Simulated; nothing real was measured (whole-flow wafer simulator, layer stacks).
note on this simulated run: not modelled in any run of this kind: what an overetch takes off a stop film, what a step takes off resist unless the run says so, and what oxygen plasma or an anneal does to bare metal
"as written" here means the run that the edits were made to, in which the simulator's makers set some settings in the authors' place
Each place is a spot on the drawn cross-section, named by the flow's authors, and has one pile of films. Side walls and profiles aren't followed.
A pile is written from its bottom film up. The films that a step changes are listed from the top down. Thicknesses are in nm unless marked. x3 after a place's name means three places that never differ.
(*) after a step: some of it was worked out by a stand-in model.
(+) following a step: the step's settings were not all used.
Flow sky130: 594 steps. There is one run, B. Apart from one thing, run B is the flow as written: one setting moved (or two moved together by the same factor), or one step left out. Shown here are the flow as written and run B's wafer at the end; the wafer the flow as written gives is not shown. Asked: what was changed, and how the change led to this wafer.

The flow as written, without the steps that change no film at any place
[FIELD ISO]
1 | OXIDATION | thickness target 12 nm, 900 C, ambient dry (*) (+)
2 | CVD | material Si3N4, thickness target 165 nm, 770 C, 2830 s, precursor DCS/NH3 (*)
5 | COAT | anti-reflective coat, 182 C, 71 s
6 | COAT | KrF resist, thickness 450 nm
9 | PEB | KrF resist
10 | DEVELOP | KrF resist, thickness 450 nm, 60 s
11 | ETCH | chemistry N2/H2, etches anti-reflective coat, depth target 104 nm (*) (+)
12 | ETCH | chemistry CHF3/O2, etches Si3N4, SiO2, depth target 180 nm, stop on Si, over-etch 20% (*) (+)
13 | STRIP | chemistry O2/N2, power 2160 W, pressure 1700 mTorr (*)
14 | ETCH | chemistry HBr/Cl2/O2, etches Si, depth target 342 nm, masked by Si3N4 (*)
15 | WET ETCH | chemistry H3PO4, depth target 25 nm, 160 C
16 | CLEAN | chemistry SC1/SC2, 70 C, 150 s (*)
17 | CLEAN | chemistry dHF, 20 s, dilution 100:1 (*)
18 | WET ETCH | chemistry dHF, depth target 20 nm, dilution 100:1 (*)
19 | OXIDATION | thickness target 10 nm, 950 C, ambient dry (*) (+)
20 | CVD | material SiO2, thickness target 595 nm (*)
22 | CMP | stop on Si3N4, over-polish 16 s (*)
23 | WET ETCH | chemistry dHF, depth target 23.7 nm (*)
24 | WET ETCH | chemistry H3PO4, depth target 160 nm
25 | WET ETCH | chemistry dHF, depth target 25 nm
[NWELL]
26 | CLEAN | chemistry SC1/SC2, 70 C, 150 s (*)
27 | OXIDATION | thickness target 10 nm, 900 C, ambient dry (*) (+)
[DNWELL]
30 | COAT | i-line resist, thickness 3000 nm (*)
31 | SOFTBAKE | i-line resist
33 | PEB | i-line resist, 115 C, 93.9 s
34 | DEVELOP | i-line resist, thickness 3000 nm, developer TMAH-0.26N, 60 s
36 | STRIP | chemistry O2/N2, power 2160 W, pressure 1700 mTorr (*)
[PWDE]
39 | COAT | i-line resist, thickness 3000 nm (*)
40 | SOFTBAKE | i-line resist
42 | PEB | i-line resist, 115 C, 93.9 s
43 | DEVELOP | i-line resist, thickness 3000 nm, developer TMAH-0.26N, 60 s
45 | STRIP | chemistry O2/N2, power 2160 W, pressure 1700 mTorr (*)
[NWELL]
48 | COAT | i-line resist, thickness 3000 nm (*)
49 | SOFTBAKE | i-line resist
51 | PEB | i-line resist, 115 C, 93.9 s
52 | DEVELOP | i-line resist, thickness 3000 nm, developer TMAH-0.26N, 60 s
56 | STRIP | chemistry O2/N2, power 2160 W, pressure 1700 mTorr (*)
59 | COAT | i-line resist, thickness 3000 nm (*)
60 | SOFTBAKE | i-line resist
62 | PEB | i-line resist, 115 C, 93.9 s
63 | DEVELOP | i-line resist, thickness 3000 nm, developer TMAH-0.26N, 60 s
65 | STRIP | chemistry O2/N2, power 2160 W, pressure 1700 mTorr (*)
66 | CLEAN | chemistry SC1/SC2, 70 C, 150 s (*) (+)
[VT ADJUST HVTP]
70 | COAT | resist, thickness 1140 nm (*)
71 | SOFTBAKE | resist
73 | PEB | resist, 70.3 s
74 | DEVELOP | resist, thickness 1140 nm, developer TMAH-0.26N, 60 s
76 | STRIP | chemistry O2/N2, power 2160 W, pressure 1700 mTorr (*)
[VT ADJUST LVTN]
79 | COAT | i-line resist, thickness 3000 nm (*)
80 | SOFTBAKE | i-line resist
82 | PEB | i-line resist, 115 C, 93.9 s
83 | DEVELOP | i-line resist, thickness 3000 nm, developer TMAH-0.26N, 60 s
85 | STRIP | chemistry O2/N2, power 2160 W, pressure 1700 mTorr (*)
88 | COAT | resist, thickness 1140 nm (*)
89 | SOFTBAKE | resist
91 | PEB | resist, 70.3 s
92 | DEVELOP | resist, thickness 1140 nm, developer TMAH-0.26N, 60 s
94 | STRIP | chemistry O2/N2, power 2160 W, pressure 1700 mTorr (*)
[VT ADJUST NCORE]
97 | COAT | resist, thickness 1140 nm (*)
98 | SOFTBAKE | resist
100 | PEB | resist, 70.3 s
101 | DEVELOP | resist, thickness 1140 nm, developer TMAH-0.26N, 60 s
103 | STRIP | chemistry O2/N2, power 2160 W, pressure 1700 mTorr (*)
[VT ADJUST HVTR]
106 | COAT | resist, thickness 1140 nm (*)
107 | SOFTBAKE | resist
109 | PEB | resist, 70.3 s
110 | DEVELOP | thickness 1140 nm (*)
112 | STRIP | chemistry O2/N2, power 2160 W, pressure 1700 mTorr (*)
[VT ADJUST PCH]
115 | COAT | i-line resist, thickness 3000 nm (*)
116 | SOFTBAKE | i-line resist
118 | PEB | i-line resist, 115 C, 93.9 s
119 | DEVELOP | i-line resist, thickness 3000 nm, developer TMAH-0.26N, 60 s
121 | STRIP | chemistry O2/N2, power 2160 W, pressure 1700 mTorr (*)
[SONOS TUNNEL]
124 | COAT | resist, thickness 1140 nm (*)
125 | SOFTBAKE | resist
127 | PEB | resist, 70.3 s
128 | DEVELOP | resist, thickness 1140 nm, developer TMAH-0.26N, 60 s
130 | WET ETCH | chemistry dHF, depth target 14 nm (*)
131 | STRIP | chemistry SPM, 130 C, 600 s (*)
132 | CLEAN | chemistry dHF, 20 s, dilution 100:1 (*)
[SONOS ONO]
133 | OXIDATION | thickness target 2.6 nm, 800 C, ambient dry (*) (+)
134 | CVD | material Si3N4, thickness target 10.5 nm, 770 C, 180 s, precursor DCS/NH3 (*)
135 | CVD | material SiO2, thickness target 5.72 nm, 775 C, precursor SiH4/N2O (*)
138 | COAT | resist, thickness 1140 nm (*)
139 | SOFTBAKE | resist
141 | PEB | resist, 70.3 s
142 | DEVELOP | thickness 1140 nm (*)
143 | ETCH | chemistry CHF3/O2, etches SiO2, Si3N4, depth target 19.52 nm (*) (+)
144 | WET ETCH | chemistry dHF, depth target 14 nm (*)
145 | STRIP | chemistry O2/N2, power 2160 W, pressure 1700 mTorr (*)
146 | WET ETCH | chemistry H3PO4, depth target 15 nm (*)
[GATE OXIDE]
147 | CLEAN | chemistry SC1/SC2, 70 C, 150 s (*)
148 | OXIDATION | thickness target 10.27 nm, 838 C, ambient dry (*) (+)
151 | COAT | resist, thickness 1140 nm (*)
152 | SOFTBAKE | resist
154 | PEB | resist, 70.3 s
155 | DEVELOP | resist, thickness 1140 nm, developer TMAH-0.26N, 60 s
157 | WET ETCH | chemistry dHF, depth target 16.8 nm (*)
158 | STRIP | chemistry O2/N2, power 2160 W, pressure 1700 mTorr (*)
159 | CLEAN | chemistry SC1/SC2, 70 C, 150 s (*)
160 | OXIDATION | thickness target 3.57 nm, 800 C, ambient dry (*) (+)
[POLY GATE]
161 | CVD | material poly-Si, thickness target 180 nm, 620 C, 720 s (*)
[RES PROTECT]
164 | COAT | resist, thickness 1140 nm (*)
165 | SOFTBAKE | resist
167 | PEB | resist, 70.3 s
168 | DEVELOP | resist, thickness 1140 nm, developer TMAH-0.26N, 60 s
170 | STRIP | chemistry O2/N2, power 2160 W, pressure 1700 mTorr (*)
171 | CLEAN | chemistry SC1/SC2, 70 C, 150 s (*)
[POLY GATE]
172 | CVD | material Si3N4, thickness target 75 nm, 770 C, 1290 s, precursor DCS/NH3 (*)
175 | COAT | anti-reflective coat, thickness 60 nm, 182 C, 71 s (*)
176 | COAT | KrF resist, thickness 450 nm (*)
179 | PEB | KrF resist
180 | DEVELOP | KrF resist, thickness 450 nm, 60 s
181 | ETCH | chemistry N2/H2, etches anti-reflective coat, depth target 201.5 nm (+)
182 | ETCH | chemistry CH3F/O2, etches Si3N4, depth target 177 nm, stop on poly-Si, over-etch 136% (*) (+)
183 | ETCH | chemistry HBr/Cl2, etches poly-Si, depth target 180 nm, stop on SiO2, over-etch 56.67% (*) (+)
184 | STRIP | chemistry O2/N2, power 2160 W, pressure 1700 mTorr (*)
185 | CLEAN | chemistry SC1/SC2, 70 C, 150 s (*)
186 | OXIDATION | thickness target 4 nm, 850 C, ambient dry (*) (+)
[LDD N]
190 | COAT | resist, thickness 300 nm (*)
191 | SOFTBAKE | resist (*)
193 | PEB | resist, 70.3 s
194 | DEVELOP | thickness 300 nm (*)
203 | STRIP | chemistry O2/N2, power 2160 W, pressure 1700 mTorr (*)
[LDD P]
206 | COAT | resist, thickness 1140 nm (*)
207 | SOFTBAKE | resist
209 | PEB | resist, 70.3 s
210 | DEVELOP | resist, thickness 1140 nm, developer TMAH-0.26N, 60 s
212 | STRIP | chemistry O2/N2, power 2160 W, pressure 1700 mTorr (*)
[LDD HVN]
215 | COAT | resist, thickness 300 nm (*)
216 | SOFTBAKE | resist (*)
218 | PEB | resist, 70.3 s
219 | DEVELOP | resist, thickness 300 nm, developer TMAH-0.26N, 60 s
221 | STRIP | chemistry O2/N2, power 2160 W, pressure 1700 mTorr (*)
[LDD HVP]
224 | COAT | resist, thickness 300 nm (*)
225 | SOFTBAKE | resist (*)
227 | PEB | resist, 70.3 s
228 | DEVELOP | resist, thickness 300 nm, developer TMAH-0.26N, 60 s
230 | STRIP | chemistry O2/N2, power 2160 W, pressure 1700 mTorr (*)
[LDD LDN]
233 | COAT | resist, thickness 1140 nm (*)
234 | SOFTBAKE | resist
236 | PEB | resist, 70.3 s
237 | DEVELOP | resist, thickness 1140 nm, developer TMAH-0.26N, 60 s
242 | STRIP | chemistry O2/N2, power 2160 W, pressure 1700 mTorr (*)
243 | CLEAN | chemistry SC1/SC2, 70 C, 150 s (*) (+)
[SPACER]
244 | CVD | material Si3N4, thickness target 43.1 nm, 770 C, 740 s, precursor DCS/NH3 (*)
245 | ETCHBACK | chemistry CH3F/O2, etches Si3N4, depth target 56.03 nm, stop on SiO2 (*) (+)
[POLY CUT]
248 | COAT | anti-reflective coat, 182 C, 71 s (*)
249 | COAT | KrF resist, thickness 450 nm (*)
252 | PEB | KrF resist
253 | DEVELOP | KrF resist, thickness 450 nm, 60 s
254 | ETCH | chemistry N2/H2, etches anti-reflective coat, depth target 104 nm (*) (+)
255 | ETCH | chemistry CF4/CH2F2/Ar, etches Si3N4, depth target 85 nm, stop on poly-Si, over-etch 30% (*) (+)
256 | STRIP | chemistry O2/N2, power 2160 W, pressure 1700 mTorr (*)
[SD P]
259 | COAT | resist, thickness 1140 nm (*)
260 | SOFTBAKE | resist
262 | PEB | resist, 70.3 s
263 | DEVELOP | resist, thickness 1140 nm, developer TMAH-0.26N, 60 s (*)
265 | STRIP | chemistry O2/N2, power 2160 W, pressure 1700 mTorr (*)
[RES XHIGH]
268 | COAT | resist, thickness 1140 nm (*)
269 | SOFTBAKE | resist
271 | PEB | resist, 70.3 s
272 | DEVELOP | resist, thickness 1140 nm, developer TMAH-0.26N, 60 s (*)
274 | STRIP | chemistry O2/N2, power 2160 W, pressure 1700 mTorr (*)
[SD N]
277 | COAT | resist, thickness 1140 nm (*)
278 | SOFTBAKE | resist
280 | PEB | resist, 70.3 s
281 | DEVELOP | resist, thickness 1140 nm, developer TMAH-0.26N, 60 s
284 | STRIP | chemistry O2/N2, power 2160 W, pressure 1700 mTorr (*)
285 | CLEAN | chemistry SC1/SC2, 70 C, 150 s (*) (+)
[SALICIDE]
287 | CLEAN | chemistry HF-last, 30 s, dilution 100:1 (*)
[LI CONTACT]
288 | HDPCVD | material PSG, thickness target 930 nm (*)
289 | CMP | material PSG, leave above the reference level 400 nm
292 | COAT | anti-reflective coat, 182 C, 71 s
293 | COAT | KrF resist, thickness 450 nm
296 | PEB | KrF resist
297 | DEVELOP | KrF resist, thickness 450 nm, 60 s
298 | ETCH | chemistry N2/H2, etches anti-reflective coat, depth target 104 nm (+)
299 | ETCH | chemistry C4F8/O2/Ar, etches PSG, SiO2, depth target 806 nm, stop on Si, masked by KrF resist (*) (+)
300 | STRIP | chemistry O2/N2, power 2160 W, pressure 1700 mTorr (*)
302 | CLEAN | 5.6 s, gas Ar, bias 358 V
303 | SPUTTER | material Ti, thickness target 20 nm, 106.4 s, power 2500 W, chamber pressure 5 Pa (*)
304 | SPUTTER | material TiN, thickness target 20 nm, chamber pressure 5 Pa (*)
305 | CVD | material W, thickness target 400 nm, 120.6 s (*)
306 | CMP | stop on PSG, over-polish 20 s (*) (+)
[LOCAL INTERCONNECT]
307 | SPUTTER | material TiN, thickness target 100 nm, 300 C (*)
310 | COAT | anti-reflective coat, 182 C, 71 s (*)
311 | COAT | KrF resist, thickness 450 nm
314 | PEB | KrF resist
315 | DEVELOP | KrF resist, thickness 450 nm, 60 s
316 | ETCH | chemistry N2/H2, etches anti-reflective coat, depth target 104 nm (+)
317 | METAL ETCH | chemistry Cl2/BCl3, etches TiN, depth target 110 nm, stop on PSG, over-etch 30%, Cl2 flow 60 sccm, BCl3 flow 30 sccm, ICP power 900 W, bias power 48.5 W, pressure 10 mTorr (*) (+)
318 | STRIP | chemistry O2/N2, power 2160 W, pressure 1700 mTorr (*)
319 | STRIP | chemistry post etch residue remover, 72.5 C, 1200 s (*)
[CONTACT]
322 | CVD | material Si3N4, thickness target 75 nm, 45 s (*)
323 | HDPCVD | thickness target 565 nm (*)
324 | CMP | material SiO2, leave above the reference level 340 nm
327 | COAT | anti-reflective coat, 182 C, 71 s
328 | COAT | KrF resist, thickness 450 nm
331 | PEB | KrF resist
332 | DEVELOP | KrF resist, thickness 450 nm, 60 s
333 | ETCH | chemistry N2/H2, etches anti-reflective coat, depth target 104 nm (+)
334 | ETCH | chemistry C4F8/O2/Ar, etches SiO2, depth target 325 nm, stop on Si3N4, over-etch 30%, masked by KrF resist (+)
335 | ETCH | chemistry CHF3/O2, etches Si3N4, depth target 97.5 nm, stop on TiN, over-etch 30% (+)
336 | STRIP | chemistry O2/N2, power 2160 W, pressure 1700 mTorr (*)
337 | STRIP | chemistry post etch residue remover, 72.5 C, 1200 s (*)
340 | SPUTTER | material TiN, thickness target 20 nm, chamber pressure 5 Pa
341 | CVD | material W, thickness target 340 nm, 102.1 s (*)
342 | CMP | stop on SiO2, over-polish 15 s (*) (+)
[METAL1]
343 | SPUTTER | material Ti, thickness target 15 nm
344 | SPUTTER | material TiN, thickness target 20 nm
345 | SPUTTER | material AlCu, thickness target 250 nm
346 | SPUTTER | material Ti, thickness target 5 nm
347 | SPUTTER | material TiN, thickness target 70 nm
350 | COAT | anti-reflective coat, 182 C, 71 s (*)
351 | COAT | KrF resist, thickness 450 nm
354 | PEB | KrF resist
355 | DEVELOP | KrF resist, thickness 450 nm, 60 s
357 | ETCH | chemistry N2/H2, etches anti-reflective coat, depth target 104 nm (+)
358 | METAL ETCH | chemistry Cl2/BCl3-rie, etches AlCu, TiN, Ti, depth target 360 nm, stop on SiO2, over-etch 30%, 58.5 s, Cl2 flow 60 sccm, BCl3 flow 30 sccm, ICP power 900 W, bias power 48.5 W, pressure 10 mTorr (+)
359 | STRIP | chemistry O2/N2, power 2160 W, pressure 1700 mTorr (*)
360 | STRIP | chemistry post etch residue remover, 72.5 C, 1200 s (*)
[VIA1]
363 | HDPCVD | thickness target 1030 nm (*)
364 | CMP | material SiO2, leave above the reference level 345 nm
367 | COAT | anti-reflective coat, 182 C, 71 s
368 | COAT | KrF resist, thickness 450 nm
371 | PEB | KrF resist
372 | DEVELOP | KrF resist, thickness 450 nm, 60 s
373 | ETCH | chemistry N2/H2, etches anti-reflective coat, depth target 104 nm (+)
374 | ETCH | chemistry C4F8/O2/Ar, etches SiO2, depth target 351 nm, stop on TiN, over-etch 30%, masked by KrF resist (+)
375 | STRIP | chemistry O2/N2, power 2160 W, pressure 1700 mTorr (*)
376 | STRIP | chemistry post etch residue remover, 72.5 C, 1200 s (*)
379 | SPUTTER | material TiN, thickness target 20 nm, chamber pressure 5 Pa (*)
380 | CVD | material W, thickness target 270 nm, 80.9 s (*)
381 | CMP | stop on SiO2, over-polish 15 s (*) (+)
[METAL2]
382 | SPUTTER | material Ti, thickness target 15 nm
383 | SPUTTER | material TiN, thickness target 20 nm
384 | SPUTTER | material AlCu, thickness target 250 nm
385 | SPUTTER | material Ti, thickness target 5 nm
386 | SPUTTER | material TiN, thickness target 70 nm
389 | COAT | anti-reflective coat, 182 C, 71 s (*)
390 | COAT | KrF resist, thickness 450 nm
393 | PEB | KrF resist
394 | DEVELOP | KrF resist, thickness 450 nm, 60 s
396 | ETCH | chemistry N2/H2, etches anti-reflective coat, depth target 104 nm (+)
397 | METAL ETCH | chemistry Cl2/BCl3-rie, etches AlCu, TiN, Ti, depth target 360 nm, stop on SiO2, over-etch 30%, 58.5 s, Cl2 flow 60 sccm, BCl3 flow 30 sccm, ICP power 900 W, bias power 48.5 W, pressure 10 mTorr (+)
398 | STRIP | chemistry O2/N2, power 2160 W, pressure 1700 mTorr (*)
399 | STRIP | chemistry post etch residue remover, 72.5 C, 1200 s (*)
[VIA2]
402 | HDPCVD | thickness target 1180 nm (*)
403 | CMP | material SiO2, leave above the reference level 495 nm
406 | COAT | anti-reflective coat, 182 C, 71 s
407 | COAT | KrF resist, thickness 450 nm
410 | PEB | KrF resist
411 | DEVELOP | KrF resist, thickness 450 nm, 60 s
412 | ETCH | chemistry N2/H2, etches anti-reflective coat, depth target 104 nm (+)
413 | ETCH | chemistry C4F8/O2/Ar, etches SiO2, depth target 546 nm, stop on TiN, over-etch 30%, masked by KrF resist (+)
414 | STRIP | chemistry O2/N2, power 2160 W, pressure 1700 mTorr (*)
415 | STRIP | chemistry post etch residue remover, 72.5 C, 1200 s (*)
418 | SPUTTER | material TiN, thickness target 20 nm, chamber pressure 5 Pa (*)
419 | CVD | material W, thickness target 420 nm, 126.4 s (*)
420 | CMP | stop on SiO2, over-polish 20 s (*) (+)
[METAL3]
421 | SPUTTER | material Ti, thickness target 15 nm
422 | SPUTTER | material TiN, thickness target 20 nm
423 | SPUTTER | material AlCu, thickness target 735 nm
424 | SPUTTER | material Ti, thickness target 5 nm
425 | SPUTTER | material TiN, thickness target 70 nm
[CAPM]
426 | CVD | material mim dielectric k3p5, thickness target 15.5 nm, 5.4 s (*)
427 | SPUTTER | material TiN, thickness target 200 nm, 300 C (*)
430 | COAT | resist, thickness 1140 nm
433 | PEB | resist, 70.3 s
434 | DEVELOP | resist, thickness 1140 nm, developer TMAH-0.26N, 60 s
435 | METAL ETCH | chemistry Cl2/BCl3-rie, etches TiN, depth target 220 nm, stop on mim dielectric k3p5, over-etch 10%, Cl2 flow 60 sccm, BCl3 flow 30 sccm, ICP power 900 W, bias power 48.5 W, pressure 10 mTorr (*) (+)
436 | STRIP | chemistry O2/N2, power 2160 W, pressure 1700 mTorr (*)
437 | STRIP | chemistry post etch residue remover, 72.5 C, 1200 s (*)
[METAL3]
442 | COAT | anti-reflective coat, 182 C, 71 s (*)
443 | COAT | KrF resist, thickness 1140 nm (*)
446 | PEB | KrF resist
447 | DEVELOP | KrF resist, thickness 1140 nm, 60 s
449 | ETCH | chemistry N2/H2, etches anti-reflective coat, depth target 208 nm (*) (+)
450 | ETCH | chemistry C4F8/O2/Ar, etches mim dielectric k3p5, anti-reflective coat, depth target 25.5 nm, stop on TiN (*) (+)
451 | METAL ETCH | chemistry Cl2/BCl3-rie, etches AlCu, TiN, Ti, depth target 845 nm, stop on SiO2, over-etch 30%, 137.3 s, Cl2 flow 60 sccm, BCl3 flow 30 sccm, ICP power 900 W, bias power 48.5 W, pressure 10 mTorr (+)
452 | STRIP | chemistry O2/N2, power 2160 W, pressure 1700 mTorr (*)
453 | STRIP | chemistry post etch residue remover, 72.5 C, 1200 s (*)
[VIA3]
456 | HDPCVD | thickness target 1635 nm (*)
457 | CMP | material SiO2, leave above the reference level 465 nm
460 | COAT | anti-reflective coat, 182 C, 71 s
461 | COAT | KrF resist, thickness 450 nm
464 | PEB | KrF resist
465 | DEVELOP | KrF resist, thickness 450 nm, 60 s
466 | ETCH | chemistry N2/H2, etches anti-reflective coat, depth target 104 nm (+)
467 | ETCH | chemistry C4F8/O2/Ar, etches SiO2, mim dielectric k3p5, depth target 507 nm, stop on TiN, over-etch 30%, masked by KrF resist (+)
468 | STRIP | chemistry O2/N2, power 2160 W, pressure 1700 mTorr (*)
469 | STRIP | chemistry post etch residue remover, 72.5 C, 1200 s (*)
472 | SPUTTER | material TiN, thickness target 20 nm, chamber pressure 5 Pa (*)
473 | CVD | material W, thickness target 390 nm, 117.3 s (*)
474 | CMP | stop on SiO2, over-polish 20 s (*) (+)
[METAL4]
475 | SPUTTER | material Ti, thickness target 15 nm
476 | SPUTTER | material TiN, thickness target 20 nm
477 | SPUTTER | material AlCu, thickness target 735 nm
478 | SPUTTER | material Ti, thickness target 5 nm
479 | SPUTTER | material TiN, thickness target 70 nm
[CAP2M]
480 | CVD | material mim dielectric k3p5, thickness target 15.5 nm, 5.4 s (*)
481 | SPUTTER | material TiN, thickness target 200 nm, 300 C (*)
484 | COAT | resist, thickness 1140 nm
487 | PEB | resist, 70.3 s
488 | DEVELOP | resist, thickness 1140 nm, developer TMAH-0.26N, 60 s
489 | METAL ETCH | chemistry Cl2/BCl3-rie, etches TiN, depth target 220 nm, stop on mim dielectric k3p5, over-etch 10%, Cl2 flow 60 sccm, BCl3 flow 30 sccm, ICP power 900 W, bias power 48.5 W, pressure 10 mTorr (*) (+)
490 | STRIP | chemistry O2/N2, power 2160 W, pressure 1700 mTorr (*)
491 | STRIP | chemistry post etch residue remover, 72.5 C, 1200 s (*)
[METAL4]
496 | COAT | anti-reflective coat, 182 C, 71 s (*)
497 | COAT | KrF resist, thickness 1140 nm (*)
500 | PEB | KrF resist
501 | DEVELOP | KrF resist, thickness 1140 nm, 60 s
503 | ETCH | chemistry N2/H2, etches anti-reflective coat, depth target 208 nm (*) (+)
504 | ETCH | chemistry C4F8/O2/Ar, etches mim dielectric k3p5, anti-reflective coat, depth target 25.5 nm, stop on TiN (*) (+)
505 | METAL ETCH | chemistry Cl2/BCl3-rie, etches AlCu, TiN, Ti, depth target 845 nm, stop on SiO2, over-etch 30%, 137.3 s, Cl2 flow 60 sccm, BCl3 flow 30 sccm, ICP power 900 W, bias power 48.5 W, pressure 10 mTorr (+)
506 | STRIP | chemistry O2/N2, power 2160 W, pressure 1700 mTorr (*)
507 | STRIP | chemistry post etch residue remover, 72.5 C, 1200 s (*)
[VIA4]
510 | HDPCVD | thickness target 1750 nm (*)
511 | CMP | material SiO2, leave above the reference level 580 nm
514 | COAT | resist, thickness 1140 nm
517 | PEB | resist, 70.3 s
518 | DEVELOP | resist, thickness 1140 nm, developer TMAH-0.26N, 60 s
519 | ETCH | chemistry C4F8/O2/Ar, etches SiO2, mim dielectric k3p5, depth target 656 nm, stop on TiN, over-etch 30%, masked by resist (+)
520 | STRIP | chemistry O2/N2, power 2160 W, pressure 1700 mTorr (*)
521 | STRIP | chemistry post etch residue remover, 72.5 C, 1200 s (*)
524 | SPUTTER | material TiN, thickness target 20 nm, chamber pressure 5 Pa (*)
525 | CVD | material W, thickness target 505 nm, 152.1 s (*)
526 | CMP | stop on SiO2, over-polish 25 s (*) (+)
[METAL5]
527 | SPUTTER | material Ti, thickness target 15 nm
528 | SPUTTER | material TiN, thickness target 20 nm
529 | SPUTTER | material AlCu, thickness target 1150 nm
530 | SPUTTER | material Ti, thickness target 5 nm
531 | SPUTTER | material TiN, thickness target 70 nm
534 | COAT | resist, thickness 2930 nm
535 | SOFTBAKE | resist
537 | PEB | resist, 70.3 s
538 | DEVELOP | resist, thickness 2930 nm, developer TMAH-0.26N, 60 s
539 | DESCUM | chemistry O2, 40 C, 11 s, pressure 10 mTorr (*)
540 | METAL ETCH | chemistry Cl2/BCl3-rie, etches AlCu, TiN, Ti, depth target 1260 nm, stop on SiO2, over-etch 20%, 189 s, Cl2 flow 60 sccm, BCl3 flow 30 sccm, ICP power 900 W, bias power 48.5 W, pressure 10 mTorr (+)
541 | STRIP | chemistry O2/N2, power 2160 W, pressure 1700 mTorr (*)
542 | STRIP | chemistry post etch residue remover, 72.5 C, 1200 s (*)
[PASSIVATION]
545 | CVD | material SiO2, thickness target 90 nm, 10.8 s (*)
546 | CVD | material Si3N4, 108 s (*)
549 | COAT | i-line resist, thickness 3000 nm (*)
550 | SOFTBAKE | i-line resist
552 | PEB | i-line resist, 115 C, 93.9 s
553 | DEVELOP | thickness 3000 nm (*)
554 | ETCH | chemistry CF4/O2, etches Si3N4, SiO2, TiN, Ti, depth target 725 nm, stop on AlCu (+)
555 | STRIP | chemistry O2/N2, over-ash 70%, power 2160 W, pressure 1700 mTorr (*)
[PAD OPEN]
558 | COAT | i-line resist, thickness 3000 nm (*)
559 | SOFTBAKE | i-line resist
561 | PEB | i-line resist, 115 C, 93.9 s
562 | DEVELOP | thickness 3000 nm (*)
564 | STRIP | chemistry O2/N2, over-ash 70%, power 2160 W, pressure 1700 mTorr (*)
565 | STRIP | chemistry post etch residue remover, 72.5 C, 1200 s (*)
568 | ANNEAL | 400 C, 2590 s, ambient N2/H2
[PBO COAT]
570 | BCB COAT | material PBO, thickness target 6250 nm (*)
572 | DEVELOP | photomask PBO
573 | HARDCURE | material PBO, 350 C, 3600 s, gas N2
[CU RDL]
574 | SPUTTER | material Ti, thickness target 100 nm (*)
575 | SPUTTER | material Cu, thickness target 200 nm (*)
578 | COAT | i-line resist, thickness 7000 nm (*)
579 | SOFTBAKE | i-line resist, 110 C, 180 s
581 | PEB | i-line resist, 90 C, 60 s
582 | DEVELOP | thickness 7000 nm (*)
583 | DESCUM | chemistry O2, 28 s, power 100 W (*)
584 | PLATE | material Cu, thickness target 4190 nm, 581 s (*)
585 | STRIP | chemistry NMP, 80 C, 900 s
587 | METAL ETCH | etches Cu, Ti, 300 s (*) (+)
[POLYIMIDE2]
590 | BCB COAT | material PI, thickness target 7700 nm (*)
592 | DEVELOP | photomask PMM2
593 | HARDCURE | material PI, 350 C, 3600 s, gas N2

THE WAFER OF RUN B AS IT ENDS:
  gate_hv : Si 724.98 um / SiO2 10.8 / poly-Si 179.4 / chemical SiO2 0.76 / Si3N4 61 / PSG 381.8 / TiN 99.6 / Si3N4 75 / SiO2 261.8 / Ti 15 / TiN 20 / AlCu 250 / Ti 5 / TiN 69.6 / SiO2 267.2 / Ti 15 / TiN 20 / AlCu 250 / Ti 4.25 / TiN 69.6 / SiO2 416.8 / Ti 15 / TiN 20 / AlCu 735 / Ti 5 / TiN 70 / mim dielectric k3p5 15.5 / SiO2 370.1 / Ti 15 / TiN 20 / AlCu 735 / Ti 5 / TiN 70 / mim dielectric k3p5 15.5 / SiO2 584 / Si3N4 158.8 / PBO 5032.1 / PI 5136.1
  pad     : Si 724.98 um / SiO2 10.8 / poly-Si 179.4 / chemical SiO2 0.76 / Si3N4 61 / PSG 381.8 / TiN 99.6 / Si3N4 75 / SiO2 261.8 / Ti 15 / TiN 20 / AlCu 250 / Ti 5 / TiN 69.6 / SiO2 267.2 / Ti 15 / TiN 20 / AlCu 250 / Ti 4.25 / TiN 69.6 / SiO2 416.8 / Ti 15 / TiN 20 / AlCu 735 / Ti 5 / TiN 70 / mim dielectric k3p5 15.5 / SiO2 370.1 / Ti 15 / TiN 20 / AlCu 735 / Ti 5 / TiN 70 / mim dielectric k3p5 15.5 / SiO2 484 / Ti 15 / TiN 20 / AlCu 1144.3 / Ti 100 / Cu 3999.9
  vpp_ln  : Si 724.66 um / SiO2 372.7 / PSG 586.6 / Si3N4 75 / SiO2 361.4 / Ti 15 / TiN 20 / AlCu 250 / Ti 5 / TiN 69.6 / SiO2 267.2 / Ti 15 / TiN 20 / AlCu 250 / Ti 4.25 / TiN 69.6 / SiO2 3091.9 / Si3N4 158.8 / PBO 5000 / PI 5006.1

What caused this: step 385, SPUTTER: thickness target 4.25 nm was run, whereas the flow has thickness target 5 nm.
One can read it off the wafer: gate_hv has Ti 4.25, and step 385 as written asks for 5 nm.

Step by step, how the change led to this:
  385 | SPUTTER | material Ti, thickness target 5 nm
      field, active, n_well and 188 more: +4.25 Ti (new film) (it would be, as written: +5 Ti (new film))
  397 | METAL ETCH | chemistry Cl2/BCl3-rie, etches AlCu, TiN, Ti, depth target 360 nm, stop on SiO2, over-etch 30%, 58.5 s, Cl2 flow 60 sccm, BCl3 flow 30 sccm, ICP power 900 W, bias power 48.5 W, pressure 10 mTorr (+)
      field, active, gate and 82 more: -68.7 TiN (all of it), -4.25 Ti (all of it), -250 AlCu (all of it), -20 TiN (all of it), -15 Ti (all of it), -11 SiO2 (it would be, as written: -68.7 TiN (all of it), -5 Ti (all of it), -250 AlCu (all of it), -20 TiN (all of it), -15 Ti (all of it), -10.9 SiO2)
